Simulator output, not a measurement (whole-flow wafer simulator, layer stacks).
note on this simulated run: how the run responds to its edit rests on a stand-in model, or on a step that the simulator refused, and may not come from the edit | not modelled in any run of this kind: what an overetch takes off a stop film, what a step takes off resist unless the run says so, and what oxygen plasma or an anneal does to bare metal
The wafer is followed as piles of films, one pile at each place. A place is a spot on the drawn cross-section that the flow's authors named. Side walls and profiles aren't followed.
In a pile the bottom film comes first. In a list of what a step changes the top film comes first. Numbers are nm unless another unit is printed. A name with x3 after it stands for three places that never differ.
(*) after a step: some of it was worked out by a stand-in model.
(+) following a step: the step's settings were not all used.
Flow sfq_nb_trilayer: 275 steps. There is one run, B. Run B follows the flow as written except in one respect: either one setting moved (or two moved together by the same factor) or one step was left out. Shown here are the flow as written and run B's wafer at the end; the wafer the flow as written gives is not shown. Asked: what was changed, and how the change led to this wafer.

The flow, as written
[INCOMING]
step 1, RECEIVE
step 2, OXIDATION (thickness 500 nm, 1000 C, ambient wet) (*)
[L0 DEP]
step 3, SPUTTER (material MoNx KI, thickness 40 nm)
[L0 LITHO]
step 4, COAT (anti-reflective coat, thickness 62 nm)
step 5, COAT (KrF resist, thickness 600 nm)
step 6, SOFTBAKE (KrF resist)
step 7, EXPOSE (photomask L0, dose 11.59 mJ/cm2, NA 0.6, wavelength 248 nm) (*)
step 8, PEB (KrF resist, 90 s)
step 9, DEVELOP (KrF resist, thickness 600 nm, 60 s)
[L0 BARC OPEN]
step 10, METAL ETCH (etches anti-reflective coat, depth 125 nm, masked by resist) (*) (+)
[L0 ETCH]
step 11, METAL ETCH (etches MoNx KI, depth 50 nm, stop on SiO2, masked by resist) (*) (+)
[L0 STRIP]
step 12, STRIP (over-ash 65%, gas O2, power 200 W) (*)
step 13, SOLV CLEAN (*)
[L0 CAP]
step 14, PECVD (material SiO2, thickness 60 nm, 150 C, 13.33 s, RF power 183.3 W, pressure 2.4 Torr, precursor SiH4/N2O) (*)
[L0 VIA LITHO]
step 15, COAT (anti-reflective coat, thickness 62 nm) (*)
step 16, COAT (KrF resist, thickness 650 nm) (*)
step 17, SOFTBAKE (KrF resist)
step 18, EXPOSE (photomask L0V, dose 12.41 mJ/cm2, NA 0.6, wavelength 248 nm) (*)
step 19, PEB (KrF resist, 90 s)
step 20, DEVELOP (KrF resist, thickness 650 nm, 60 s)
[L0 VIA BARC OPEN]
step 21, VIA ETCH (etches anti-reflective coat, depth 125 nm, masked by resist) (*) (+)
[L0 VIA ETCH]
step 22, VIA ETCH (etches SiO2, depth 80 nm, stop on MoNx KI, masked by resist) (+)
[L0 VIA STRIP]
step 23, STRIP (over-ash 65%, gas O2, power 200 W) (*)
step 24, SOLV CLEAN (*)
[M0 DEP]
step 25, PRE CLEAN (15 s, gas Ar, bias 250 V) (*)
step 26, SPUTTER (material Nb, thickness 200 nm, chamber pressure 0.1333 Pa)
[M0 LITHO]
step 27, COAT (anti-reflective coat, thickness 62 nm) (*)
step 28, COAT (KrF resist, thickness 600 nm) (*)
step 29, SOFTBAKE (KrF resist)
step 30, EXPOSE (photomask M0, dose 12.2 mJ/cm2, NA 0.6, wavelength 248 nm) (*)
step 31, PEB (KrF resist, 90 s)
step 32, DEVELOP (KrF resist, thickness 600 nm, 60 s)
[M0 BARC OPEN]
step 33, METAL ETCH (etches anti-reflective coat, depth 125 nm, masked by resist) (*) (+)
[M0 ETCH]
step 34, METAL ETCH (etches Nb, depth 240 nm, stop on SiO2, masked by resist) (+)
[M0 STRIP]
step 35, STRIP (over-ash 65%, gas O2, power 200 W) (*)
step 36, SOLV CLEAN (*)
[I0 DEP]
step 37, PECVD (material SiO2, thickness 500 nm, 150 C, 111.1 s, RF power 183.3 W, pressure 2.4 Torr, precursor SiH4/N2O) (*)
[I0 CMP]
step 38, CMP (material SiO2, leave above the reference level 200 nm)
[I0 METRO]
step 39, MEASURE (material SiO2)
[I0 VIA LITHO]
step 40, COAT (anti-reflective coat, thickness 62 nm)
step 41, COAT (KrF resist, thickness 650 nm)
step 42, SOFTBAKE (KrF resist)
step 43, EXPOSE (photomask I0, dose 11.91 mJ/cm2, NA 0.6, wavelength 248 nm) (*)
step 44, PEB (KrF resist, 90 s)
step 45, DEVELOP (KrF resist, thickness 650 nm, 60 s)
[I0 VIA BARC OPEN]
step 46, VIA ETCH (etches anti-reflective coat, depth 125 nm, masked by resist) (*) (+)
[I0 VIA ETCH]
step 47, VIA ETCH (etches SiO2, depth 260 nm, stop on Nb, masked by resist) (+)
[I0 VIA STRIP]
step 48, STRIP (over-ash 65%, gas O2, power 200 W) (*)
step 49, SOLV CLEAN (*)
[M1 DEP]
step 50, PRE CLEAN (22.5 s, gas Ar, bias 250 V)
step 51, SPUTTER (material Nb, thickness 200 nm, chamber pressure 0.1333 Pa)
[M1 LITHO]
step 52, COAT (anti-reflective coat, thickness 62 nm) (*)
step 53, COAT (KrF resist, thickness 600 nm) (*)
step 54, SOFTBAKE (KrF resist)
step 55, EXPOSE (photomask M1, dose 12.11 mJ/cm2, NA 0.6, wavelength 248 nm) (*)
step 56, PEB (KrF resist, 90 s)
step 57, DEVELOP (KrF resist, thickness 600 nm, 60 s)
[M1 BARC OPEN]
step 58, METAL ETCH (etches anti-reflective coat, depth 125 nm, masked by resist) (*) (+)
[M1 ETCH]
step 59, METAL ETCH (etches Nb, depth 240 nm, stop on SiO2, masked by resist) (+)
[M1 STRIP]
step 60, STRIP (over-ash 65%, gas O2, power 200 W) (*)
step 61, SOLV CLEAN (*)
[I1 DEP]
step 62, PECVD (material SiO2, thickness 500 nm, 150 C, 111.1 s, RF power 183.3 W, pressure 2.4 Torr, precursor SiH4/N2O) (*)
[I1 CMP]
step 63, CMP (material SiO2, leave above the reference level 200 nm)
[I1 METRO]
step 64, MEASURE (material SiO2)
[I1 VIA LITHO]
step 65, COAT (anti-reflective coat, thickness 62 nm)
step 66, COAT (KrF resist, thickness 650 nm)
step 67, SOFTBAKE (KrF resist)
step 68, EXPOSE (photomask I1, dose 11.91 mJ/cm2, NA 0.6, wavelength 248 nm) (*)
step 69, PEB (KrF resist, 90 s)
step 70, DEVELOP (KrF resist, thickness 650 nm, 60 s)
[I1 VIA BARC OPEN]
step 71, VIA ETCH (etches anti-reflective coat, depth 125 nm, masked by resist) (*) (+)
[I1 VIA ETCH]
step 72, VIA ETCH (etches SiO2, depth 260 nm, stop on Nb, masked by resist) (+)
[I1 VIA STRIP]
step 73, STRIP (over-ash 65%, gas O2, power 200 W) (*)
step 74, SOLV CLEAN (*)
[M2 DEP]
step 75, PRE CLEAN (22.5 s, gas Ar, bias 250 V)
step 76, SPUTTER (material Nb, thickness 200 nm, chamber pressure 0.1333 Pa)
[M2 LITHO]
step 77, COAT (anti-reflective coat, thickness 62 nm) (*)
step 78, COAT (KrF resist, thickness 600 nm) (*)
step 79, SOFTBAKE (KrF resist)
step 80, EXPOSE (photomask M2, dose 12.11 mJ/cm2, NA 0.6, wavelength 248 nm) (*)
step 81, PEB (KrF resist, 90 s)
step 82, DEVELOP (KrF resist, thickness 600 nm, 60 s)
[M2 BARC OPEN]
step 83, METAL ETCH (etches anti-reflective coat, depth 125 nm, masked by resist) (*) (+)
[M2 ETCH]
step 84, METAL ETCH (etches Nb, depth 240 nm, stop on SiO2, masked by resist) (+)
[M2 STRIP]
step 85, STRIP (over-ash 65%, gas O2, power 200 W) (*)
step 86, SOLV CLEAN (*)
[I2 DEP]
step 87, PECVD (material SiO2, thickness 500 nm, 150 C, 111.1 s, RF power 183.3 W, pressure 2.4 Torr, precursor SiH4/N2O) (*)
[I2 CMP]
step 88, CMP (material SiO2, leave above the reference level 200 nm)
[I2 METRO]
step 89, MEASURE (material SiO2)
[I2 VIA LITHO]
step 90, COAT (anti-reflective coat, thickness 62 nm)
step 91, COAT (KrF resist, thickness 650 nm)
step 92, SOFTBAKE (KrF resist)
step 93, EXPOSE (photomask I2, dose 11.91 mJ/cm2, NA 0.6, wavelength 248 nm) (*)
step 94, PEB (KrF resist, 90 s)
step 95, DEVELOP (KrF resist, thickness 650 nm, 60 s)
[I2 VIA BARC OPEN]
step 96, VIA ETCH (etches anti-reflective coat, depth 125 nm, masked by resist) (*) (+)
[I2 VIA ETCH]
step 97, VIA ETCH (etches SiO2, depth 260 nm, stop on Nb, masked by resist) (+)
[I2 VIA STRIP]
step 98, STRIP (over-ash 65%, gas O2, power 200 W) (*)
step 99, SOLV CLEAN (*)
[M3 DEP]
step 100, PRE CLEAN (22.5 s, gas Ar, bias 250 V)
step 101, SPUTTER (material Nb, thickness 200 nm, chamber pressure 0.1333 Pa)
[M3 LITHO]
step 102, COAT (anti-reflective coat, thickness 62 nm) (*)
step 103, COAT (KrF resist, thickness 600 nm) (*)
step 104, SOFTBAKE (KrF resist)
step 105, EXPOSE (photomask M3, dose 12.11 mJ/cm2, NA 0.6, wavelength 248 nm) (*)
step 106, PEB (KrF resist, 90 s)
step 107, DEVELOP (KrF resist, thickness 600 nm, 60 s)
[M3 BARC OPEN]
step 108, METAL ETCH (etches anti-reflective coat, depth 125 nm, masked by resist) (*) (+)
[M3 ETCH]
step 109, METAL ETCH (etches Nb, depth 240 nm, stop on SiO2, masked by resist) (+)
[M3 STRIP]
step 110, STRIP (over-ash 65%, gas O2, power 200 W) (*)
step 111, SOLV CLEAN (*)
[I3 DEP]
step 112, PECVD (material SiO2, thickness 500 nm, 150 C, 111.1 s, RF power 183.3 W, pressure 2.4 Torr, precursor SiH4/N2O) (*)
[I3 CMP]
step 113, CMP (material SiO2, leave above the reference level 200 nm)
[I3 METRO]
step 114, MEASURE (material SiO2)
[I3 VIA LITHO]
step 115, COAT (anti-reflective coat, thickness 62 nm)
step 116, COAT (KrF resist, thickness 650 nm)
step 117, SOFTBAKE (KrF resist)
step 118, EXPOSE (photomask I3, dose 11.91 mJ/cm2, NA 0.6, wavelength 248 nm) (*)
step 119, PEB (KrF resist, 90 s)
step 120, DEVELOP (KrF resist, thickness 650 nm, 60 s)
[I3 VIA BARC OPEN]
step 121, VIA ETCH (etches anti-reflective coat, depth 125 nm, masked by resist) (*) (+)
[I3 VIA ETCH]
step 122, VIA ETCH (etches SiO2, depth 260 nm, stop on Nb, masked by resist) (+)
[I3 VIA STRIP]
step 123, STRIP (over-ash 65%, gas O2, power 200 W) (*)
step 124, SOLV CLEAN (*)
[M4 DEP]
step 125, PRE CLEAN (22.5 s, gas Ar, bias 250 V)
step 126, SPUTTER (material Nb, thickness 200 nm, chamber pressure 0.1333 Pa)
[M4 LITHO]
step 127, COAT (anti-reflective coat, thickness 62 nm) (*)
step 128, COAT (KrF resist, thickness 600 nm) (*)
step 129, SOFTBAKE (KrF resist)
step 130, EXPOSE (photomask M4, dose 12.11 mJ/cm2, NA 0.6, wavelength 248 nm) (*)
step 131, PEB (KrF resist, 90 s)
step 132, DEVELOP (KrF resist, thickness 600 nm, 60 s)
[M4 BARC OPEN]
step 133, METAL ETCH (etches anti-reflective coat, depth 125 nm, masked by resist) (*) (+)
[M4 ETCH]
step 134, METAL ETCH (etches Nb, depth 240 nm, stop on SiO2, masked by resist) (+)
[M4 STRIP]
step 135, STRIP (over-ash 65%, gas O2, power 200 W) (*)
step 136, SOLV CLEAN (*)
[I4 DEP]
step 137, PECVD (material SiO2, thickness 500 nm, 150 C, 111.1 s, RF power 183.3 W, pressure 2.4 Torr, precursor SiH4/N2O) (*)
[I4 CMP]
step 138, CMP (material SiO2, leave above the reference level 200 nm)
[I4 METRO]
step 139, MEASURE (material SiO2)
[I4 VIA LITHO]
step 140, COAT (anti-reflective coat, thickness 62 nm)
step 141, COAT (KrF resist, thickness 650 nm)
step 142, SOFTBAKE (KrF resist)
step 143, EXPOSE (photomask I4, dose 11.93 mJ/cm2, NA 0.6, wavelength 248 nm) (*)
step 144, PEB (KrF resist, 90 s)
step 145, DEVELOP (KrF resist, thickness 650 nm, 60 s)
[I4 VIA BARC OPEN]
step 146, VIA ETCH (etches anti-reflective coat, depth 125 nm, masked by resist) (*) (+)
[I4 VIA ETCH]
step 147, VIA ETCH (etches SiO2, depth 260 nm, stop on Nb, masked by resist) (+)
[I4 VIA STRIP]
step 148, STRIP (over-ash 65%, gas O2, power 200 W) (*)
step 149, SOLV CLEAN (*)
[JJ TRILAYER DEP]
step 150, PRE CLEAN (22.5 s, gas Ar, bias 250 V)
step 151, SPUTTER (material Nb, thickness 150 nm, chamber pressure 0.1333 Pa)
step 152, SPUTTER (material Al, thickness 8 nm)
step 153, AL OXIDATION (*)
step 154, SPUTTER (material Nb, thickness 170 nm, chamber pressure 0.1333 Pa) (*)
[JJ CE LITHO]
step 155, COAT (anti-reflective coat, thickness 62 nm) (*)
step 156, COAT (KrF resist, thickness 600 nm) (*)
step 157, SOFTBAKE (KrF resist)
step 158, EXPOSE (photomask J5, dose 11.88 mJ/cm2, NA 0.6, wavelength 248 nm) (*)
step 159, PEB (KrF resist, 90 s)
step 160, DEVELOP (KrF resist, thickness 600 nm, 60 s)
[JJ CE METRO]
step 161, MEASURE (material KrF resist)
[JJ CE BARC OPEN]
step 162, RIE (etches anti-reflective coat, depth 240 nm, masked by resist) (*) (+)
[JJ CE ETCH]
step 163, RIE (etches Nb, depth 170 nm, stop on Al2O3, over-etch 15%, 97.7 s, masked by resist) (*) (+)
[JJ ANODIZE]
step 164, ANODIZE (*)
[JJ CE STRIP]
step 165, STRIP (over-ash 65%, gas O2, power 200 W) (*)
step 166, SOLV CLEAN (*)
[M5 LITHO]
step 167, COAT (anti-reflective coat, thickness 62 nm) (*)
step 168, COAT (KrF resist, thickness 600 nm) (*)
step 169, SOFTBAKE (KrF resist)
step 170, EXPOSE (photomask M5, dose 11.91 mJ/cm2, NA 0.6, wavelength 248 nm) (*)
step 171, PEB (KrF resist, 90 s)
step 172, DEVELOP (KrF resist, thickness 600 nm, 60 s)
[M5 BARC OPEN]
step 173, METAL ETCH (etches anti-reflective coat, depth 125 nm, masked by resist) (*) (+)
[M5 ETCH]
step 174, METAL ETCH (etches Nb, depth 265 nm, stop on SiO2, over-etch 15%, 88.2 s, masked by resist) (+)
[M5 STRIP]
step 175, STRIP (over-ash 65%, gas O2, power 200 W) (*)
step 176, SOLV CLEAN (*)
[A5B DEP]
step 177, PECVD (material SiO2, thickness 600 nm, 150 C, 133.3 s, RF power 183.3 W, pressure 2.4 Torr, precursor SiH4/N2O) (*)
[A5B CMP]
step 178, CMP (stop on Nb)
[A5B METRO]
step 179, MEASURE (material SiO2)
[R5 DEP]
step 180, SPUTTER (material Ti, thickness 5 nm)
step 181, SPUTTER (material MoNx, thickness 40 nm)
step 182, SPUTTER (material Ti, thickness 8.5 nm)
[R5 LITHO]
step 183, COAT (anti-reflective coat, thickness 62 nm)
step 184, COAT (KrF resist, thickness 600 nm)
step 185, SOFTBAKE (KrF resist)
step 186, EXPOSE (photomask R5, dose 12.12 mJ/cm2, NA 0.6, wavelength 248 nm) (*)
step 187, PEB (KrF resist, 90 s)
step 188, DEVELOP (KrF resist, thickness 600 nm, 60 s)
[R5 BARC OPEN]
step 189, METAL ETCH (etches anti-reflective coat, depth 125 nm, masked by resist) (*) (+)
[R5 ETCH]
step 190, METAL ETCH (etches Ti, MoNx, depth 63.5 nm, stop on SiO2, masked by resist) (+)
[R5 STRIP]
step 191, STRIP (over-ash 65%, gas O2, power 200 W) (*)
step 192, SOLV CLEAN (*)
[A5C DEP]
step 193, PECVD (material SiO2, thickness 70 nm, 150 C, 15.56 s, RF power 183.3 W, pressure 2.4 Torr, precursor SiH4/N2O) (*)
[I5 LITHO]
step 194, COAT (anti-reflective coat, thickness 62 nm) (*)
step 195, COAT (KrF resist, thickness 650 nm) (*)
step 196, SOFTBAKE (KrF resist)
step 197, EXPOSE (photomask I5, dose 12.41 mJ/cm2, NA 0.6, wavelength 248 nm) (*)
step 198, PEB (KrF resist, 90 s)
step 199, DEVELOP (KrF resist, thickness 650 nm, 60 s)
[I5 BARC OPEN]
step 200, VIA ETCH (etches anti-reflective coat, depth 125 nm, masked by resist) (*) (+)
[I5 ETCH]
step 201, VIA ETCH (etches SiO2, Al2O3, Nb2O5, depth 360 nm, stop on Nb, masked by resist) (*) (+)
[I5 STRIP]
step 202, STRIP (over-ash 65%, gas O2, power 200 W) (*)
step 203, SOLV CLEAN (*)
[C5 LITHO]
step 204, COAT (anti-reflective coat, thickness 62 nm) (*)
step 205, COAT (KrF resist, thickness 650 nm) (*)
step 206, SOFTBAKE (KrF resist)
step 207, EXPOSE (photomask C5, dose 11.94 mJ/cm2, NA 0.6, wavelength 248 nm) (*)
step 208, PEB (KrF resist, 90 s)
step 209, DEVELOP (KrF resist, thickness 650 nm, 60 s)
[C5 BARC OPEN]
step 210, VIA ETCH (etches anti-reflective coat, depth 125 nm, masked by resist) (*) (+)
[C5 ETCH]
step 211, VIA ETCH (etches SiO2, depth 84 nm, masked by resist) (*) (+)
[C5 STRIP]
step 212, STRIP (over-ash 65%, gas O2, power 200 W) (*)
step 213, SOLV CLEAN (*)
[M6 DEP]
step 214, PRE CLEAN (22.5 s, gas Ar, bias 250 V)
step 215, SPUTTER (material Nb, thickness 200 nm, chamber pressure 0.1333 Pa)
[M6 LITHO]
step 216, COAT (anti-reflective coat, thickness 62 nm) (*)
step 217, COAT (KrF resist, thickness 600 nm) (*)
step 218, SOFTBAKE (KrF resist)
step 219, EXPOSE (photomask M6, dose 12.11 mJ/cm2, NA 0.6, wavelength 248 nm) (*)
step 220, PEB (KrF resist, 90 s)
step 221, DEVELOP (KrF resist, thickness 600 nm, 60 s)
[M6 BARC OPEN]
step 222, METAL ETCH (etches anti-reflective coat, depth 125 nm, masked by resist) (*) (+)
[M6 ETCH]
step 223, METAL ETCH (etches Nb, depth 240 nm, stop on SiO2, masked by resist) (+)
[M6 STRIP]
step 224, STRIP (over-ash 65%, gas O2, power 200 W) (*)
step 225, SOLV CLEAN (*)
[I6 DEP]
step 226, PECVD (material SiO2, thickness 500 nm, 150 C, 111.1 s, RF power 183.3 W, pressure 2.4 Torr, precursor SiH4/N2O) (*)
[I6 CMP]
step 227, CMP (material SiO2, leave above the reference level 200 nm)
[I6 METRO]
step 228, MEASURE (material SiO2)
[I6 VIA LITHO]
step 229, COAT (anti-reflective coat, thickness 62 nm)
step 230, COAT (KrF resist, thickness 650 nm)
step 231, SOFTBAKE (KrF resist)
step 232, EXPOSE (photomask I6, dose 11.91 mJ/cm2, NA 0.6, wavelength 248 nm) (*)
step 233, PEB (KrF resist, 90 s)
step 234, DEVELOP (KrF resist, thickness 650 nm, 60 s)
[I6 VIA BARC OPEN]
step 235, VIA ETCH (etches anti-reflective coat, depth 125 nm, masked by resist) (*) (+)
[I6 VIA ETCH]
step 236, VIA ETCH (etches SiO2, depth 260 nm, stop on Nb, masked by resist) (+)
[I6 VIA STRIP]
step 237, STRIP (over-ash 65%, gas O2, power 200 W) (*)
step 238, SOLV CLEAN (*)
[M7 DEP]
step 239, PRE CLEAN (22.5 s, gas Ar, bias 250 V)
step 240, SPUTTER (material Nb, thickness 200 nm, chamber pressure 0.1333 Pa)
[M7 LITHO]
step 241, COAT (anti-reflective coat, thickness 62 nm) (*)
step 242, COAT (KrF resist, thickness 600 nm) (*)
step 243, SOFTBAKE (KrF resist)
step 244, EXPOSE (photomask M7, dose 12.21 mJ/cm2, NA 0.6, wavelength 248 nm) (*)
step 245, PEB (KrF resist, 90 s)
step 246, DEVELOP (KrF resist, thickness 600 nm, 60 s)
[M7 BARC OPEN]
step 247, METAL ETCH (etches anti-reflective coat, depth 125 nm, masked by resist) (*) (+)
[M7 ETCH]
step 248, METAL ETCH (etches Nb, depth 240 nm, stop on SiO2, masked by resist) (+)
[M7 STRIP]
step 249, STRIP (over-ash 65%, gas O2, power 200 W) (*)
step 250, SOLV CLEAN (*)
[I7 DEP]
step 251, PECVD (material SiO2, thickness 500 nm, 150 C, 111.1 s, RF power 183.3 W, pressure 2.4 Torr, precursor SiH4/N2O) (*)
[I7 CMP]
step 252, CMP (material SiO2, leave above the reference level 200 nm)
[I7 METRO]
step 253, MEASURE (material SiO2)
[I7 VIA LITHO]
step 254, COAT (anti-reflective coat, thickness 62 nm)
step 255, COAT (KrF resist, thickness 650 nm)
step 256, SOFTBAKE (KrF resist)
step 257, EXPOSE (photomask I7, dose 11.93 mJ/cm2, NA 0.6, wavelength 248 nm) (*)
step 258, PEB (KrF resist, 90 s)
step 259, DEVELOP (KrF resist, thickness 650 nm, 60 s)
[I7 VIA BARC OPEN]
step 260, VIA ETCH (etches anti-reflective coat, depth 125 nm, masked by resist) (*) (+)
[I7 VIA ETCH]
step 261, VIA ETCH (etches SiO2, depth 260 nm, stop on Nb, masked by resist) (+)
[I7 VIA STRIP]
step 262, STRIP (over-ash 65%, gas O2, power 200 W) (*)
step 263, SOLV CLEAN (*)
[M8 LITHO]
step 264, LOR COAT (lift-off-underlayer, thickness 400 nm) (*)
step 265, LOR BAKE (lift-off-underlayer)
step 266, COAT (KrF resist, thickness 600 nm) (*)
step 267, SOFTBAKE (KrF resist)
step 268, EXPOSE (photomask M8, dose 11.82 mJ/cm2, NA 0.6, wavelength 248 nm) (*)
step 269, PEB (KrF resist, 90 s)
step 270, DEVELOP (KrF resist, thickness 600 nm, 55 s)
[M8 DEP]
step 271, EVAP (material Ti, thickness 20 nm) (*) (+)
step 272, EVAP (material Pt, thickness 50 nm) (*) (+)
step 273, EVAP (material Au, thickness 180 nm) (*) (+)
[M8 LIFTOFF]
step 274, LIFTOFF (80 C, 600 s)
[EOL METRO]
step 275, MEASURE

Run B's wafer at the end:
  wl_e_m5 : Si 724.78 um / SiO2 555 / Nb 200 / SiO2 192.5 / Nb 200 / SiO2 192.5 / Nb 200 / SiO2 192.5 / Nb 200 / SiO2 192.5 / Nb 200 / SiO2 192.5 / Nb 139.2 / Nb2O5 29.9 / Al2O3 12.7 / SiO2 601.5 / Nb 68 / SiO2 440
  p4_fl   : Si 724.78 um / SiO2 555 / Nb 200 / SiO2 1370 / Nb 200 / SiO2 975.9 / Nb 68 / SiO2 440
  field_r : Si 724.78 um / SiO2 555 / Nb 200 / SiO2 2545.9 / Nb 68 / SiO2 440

What caused this: step 240, SPUTTER: thickness 308 nm was run, whereas the flow has thickness 200 nm.

The path from the change to this, step by step:
  step 240, SPUTTER (material Nb, thickness 200 nm, chamber pressure 0.1333 Pa)
      field_l, v_sur, via_wl and 102 more: Nb gains 308 (new film) (as written it would have been: Nb gains 200 (new film))
      via_v: Nb gains 248.8 (as written it would have been: Nb gains 161.1)
  step 241, COAT (anti-reflective coat, thickness 62 nm) (*)
      via_v: anti-reflective coat gains 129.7 (new film) (as written it would have been: anti-reflective coat gains 126 (new film))
  step 248, METAL ETCH (etches Nb, depth 240 nm, stop on SiO2, masked by resist) (+)
      field_l, field_r, lsp_l and 62 more: Nb loses 240 (as written it would have been: Nb loses 200 (all of it))
  step 249, STRIP (over-ash 65%, gas O2, power 200 W) (*)
      via_v: KrF resist loses 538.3 (all of it), anti-reflective coat loses 129.7 (all of it) (as written it would have been: KrF resist loses 524.5 (all of it), anti-reflective coat loses 126 (all of it))
  step 251, PECVD (material SiO2, thickness 500 nm, 150 C, 111.1 s, RF power 183.3 W, pressure 2.4 Torr, precursor SiH4/N2O) (*)
      field_l, p4_fl, p4_fm and 56 more: SiO2 gains 500 (new film) (as written it would have been: SiO2 gains 500)
      field_r, lsp_l: SiO2 gains 473.2 (new film) (as written it would have been: SiO2 gains 477.7)
      (as well as at 4 more places)
  step 252, CMP (material SiO2, leave above the reference level 200 nm)
      field_l, p4_fl, p4_fm and 56 more: SiO2 loses 60 (as written it would have been: SiO2 loses 100)
      field_r, lsp_l: SiO2 loses 33.2 (as written it would have been: SiO2 loses 77.7)
      (as well as at 3 more places)
If metal films that touch count as one body, wl_e_m5 has 7 bodies (between them, from the top down: SiO2 601.5 / Al2O3 12.7 / Nb2O5 29.9; SiO2 192.5; SiO2 192.5; SiO2 192.5; SiO2 192.5; SiO2 192.5); the flow as written gives 6 bodies (between them, from the top down: SiO2 192.5; SiO2 192.5; SiO2 192.5; SiO2 192.5; SiO2 192.5).
If metal films that touch count as one body, p4_fl has 3 bodies (between them, from the top down: SiO2 975.9; SiO2 1370); the flow as written gives 2 bodies (between them, from the top down: SiO2 1370).
If metal films that touch count as one body, field_r has 2 bodies (between them, from the top down: SiO2 2545.9); the flow as written gives 1 body.
